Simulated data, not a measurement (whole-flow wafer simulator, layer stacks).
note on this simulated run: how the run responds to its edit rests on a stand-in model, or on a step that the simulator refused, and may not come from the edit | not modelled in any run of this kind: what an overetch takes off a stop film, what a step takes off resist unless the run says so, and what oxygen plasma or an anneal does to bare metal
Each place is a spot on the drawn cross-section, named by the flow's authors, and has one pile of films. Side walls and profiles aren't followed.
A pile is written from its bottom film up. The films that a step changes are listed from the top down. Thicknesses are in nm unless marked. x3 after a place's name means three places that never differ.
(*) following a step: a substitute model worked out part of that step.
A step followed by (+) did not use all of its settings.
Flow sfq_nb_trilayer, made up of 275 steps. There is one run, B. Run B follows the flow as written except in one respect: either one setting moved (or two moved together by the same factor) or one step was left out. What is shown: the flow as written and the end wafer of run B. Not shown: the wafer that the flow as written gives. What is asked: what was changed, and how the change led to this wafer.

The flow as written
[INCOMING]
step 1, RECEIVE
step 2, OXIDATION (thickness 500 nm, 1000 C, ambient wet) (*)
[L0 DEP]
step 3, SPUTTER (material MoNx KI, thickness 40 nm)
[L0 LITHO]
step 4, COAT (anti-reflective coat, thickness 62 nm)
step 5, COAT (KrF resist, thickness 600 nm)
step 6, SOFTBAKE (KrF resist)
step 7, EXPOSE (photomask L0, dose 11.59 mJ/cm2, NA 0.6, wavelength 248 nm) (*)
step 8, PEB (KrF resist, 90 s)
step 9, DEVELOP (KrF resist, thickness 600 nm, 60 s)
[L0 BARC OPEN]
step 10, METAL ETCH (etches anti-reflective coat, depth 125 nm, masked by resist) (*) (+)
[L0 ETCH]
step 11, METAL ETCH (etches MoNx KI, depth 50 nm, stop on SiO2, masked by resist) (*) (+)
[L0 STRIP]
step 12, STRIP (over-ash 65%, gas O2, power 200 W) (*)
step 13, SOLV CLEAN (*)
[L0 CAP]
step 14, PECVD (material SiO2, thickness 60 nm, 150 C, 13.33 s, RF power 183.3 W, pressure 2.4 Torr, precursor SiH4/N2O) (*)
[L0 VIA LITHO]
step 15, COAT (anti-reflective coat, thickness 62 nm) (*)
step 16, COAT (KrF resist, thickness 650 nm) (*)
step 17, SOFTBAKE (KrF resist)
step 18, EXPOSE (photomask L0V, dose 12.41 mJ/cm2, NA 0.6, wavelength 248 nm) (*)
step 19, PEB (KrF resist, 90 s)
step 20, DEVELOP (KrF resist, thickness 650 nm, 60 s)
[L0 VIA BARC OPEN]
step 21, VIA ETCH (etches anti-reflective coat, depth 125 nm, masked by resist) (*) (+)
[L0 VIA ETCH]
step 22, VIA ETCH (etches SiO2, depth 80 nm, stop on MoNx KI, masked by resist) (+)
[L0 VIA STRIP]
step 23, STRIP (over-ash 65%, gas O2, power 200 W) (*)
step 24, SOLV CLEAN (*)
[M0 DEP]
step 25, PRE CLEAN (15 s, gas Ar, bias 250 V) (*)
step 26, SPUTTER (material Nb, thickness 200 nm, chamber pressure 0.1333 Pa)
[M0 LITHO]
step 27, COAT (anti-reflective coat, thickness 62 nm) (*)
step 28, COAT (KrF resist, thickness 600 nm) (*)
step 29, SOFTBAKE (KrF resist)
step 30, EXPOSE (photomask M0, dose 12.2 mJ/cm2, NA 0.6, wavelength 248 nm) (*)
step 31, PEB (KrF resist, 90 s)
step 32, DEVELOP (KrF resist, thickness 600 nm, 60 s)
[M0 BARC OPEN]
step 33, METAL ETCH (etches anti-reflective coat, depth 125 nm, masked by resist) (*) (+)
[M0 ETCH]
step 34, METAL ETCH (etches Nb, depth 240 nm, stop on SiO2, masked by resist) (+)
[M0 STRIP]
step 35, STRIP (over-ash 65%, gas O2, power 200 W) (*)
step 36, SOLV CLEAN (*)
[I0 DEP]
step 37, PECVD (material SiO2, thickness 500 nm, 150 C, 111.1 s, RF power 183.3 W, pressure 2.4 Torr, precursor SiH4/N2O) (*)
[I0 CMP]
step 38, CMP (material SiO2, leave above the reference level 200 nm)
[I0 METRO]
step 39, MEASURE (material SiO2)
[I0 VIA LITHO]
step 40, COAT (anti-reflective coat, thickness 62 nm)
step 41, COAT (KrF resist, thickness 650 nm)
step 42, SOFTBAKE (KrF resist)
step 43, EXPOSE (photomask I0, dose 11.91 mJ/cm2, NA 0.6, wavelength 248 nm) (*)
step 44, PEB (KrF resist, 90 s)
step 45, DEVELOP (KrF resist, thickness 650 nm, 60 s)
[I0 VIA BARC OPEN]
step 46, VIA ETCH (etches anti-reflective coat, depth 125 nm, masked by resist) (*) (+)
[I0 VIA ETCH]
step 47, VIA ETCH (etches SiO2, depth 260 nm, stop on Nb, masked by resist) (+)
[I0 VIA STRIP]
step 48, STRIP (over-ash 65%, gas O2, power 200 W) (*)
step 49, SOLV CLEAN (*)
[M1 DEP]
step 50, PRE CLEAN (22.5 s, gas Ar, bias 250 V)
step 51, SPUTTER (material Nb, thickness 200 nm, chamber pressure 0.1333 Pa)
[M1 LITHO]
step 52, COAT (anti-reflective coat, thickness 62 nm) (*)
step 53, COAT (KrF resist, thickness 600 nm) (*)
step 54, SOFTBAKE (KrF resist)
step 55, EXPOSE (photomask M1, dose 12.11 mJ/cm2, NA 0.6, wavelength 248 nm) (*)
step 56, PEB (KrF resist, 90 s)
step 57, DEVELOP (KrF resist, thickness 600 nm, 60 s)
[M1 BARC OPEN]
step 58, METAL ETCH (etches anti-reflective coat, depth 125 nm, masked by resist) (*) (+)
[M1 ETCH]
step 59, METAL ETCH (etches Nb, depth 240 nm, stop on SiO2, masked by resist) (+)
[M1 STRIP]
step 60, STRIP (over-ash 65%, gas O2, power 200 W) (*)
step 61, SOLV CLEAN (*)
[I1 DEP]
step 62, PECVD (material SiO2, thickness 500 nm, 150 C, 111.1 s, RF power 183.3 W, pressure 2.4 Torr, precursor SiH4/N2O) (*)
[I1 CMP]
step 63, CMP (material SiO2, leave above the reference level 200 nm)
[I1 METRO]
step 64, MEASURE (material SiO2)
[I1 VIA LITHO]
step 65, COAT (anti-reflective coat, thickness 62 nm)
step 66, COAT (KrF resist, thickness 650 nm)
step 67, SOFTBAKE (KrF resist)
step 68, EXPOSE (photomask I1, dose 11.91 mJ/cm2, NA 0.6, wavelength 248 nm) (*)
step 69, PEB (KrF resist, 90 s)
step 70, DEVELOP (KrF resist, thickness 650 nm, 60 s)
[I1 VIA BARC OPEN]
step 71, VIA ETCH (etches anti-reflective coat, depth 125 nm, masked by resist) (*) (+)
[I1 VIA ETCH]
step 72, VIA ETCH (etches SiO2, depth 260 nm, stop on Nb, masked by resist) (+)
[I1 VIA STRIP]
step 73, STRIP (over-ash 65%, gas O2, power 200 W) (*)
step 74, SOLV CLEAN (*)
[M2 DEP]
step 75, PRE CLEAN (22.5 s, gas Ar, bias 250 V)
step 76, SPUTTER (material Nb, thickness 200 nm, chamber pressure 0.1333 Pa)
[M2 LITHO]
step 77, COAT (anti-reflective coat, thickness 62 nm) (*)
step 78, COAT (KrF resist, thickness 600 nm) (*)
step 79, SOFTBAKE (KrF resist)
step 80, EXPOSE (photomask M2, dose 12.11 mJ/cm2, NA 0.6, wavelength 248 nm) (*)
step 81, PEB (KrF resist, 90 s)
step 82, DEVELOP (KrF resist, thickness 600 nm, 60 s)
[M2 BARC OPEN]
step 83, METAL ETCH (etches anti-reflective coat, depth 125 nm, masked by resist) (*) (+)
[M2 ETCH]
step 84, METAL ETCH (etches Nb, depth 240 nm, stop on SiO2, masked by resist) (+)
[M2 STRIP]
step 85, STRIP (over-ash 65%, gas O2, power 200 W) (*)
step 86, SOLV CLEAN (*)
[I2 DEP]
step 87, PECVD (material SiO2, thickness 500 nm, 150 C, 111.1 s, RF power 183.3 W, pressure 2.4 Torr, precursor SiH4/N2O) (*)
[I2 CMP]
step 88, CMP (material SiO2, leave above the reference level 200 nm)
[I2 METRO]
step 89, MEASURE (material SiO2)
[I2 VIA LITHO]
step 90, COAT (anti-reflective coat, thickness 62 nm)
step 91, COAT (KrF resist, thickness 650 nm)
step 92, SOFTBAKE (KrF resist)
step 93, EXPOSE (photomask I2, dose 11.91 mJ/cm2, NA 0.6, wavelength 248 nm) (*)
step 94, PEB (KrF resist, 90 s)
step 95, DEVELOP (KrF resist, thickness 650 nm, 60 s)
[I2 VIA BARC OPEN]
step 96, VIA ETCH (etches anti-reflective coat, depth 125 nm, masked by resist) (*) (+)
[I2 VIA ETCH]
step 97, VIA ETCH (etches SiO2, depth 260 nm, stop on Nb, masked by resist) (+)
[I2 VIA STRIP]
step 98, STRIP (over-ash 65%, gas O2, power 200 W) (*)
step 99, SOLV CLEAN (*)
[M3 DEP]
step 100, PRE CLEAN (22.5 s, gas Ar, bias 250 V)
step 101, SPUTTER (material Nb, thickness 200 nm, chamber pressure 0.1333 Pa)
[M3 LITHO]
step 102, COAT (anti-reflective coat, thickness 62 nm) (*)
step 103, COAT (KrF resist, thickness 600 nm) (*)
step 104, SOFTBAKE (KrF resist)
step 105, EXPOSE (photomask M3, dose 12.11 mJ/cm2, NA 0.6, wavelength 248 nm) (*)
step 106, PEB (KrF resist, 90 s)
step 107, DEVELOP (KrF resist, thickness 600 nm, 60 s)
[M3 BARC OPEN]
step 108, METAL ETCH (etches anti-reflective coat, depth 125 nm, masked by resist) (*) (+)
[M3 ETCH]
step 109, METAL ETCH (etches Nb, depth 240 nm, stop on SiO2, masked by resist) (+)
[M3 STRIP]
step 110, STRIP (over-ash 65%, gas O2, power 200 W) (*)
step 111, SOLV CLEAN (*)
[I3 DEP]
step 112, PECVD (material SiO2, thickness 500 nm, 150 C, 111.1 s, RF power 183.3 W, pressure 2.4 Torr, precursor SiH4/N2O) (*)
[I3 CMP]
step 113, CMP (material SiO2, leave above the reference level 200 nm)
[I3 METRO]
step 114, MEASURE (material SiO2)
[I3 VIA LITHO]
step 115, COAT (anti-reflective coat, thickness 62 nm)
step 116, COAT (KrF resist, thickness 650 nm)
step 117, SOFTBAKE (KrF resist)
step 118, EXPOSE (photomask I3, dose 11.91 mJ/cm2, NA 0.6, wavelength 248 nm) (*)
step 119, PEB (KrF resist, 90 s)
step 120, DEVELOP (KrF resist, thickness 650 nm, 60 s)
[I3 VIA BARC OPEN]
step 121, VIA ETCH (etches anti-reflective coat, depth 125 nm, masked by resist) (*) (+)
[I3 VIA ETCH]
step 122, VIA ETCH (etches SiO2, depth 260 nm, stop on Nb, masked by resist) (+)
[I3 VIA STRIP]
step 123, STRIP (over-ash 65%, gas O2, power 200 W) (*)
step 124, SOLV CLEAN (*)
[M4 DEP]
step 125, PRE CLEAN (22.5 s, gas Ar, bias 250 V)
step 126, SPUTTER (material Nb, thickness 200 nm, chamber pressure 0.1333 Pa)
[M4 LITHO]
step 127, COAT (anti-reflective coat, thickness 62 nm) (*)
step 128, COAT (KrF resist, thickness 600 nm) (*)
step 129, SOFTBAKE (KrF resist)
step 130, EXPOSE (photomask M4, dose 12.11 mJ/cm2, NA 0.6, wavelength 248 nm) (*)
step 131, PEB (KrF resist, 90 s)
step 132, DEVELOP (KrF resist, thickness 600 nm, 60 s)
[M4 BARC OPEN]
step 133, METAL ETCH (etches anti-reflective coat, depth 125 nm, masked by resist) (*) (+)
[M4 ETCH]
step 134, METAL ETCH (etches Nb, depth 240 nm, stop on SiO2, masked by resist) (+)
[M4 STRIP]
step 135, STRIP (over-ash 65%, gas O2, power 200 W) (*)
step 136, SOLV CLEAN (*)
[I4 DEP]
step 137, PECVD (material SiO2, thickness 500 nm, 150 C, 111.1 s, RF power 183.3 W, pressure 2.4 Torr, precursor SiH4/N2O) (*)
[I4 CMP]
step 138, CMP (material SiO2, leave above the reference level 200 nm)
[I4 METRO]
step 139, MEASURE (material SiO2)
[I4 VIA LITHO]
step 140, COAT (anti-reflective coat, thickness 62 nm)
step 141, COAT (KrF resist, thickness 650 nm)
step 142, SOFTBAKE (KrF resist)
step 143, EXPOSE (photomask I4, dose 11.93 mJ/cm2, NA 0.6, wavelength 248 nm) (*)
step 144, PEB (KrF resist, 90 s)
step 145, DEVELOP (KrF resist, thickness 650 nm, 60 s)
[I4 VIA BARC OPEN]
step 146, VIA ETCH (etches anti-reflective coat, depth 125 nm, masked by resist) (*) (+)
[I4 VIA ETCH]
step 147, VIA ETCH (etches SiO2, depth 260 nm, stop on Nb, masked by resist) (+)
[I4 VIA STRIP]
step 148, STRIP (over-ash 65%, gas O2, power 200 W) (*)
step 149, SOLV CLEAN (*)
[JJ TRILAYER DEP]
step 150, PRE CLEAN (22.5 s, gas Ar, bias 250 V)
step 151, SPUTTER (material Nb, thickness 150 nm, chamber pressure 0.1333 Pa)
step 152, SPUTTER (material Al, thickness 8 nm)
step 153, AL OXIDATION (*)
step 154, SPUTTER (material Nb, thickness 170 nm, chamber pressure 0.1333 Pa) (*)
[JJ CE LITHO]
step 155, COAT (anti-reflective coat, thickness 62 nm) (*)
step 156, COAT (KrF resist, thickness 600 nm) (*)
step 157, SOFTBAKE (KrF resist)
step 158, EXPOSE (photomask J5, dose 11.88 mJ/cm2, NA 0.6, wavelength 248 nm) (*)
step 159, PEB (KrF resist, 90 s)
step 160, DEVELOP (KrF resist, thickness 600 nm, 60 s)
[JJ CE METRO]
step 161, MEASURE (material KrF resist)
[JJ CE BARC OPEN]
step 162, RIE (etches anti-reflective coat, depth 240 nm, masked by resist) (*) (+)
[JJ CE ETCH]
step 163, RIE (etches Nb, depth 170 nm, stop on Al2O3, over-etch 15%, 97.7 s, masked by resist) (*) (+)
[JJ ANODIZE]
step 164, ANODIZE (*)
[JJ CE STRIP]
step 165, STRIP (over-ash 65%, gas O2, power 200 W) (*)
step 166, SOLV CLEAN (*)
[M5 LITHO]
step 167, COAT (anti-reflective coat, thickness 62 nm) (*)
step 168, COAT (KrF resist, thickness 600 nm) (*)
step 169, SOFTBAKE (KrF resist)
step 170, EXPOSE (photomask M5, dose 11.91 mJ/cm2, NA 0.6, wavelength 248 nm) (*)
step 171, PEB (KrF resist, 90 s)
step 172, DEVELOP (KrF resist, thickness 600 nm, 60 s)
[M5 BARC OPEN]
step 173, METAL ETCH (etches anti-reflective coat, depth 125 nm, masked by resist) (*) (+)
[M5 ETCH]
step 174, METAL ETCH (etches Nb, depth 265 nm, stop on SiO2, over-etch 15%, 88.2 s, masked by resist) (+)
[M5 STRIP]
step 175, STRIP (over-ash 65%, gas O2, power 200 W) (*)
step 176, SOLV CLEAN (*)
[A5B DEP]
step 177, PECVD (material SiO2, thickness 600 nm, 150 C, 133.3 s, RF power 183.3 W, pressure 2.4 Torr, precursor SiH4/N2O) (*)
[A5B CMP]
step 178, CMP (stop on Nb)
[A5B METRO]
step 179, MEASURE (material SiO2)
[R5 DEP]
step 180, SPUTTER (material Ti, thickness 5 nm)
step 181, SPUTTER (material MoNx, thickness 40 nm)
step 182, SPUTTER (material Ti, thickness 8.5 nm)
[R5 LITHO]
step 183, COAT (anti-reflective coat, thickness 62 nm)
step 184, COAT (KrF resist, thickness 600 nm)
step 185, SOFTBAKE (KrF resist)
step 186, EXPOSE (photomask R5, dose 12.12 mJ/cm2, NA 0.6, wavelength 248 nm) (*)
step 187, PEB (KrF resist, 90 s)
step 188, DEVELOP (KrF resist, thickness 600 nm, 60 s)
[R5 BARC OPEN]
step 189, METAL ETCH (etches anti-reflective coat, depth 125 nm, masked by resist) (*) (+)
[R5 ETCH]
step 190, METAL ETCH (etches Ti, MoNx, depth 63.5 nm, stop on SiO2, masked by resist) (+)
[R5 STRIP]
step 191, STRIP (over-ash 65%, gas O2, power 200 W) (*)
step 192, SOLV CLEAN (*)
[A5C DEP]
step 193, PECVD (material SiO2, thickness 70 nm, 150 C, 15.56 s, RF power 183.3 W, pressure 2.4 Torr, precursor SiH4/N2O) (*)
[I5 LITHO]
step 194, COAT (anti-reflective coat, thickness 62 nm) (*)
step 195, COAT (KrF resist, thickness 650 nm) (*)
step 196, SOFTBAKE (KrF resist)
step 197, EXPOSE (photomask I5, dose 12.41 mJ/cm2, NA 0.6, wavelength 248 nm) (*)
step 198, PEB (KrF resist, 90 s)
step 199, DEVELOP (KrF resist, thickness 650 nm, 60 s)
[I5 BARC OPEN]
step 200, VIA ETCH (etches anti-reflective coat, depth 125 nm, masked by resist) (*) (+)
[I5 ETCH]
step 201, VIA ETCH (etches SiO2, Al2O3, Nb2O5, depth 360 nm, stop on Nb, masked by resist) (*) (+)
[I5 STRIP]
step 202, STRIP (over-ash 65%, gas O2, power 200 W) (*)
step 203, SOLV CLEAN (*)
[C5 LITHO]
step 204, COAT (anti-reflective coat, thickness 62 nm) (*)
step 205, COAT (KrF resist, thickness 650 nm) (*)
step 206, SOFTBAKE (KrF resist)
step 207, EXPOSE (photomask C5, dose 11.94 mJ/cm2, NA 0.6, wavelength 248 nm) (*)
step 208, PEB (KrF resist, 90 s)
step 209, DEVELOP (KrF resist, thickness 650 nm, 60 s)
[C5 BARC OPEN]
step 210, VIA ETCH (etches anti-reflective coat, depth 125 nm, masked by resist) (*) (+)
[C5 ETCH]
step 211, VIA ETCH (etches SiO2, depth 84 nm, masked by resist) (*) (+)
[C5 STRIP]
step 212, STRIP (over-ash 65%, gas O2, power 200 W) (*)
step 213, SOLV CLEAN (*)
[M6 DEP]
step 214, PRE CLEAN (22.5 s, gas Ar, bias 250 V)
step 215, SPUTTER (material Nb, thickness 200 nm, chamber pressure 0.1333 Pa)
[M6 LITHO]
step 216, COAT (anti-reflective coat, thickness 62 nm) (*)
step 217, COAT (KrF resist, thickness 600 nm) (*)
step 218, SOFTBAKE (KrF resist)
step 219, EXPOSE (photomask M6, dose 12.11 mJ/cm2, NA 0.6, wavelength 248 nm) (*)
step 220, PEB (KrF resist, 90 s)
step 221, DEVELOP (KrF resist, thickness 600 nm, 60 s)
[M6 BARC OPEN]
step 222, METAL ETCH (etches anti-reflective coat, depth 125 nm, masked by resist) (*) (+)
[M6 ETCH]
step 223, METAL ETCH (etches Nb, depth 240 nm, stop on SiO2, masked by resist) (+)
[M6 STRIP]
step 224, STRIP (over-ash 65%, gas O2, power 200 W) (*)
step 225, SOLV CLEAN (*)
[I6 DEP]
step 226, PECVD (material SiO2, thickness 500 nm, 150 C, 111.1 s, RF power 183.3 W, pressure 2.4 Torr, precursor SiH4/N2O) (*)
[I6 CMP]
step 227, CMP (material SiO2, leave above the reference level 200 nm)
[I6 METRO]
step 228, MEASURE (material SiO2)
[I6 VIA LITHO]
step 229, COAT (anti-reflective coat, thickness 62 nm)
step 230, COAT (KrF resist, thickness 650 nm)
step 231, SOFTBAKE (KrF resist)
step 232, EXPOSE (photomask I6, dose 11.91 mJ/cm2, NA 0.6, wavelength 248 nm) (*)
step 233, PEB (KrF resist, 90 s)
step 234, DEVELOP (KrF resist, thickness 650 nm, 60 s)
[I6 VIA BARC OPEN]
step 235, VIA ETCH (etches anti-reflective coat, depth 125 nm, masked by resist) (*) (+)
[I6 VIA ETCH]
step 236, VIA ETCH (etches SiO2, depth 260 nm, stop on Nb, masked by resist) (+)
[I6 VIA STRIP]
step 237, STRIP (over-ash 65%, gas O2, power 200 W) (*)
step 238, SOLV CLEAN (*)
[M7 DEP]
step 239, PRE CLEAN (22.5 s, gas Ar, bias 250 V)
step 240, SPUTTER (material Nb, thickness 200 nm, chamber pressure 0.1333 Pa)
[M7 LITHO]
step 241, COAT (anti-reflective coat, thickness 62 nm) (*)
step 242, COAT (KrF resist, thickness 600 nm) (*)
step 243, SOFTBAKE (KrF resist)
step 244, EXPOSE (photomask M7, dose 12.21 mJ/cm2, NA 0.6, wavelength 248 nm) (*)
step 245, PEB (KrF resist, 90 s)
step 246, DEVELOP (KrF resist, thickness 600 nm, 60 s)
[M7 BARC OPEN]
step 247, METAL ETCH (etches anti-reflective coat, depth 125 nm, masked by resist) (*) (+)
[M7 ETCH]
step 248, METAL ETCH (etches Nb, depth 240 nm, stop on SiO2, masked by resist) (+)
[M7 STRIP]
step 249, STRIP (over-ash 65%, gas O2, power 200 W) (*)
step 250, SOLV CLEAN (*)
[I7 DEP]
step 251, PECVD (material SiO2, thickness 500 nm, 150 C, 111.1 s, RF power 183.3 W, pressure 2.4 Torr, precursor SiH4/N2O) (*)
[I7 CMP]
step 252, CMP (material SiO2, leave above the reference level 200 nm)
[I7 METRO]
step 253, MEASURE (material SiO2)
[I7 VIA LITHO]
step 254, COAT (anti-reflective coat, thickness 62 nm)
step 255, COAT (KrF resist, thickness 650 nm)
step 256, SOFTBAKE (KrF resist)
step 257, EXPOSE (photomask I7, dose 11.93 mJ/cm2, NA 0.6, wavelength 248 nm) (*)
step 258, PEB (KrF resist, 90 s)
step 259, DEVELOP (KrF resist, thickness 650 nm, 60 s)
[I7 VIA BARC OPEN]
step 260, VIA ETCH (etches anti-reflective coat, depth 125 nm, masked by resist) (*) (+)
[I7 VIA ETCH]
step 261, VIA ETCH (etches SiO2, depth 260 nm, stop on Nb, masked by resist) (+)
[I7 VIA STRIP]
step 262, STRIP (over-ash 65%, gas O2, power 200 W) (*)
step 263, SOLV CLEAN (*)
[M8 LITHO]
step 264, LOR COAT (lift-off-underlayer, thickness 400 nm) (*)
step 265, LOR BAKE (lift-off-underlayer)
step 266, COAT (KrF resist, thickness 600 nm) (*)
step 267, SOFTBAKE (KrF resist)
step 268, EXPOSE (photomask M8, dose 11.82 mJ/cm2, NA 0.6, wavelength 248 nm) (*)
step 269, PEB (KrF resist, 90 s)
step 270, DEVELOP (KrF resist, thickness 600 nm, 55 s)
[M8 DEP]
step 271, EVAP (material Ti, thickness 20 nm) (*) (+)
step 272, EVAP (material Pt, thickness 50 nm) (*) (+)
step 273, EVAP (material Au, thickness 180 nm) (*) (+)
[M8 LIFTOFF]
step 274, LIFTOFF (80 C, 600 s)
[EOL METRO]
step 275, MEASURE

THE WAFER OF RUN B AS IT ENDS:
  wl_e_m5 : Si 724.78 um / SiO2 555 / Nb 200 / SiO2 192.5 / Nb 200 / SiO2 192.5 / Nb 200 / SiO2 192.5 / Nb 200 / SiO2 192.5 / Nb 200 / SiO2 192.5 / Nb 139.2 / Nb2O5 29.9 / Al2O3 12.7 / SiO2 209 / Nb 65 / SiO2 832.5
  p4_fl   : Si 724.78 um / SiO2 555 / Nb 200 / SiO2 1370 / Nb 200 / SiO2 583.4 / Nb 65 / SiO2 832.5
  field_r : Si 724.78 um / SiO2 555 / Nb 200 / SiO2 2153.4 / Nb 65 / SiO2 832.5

What caused this: step 215, SPUTTER: thickness 305 nm was run, though the flow has thickness 200 nm.

The path from the change to this, step by step:
  step 215, SPUTTER (material Nb, thickness 200 nm, chamber pressure 0.1333 Pa)
      field_l, v_sur, via_wl and 100 more: +305 Nb (new film) (in the flow as written it would be: +200 Nb (new film))
      be: +223 Nb (in the flow as written it would be: +147.3 Nb)
      (as well as at 2 more places)
  step 216, COAT (anti-reflective coat, thickness 62 nm) (*)
      be: +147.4 anti-reflective coat (new film) (in the flow as written it would be: +136.7 anti-reflective coat (new film))
      be_sur: +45 anti-reflective coat (new film) (in the flow as written it would be: +43.8 anti-reflective coat (new film))
      (as well as at 1 more place)
  step 223, METAL ETCH (etches Nb, depth 240 nm, stop on SiO2, masked by resist) (+)
      field_l, gap, moat and 76 more: -240 Nb (in the flow as written it would be: -200 Nb (all of it))
  step 224, STRIP (over-ash 65%, gas O2, power 200 W) (*)
      be: -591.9 KrF resist (all of it), -147.4 anti-reflective coat (all of it) (in the flow as written it would be: -575.8 KrF resist (all of it), -136.7 anti-reflective coat (all of it))
      be_sur: -368.5 KrF resist (all of it), -45 anti-reflective coat (all of it) (in the flow as written it would be: -371.2 KrF resist (all of it), -43.8 anti-reflective coat (all of it))
      (as well as at 1 more place)
  step 226, PECVD (material SiO2, thickness 500 nm, 150 C, 111.1 s, RF power 183.3 W, pressure 2.4 Torr, precursor SiH4/N2O) (*)
      field_l, p4_fl, p4_fm and 62 more: +500 SiO2 (new film) (in the flow as written it would be: +500 SiO2)
      moat, field_r, lsp_l, ln_m5, lsp_m: +492.3 SiO2 (new film) (in the flow as written it would be: +493.6 SiO2)
      (as well as at 10 more places)
  step 227, CMP (material SiO2, leave above the reference level 200 nm)
      field_l, p4_fl, p4_fm and 59 more: -60 SiO2 (in the flow as written it would be: -100 SiO2)
      moat, field_r, lsp_l, ln_m5, lsp_m: -52.3 SiO2 (in the flow as written it would be: -93.6 SiO2)
      (as well as at 9 more places)
If metal films that touch count as one body, wl_e_m5 has 7 bodies (between them, from the top down: SiO2 209 / Al2O3 12.7 / Nb2O5 29.9; SiO2 192.5; SiO2 192.5; SiO2 192.5; SiO2 192.5; SiO2 192.5); the flow as written gives 6 bodies (between them, from the top down: SiO2 192.5; SiO2 192.5; SiO2 192.5; SiO2 192.5; SiO2 192.5).
If metal films that touch count as one body, p4_fl has 3 bodies (between them, from the top down: SiO2 583.4; SiO2 1370); the flow as written gives 2 bodies (between them, from the top down: SiO2 1370).
If metal films that touch count as one body, field_r has 2 bodies (between them, from the top down: SiO2 2153.4); the flow as written gives 1 body.
